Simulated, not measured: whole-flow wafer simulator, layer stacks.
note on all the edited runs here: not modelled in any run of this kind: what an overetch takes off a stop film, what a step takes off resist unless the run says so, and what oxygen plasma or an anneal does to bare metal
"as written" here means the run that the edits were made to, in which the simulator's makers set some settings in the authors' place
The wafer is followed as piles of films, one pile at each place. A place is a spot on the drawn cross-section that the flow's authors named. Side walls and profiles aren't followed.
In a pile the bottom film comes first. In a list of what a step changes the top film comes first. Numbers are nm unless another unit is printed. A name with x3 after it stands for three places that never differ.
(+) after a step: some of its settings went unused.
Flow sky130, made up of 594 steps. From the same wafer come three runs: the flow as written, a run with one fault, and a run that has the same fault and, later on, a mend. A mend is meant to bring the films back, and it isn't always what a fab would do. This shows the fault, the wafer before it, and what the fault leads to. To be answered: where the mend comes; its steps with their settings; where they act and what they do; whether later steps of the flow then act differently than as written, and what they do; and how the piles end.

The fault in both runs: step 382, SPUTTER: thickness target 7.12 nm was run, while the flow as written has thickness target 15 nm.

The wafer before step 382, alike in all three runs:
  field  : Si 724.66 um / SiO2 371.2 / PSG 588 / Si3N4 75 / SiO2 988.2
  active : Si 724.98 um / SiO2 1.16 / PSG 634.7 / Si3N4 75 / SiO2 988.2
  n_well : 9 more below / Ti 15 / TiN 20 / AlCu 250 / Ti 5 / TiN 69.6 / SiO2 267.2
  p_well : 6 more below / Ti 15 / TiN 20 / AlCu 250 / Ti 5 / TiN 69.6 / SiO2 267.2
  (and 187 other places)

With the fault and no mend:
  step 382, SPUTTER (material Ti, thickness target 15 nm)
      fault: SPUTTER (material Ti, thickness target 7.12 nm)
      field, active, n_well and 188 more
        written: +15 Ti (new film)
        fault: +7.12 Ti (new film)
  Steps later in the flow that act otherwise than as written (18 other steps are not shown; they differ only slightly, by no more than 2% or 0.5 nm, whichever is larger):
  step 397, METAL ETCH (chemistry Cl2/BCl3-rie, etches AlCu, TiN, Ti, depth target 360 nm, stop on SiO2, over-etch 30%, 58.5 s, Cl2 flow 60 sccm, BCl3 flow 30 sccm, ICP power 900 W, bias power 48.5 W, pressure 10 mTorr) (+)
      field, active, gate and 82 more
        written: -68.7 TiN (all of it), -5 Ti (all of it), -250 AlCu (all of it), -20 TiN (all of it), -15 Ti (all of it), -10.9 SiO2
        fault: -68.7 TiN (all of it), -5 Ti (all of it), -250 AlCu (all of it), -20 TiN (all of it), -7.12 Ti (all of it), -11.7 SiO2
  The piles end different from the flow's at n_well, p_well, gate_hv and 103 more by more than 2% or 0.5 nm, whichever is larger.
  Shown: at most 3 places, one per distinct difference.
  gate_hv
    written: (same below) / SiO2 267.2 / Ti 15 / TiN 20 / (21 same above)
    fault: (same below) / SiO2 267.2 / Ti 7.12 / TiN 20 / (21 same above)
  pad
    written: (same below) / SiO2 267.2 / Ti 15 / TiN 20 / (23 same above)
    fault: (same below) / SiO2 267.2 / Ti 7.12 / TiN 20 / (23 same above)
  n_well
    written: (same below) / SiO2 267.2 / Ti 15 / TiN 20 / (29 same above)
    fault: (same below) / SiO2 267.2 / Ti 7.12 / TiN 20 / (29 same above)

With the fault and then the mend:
  The mend stands after step 382.
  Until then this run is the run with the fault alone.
  step 382a, SPUTTER (material Ti, thickness target 7.88 nm) (the flow's step 382 again, with other settings)
      field, active, n_well and 188 more
        +7.88 Ti
  Later steps of the flow that are run all act as written at every place that is followed.
  At every place that both follow, the piles at the end match the flow's.
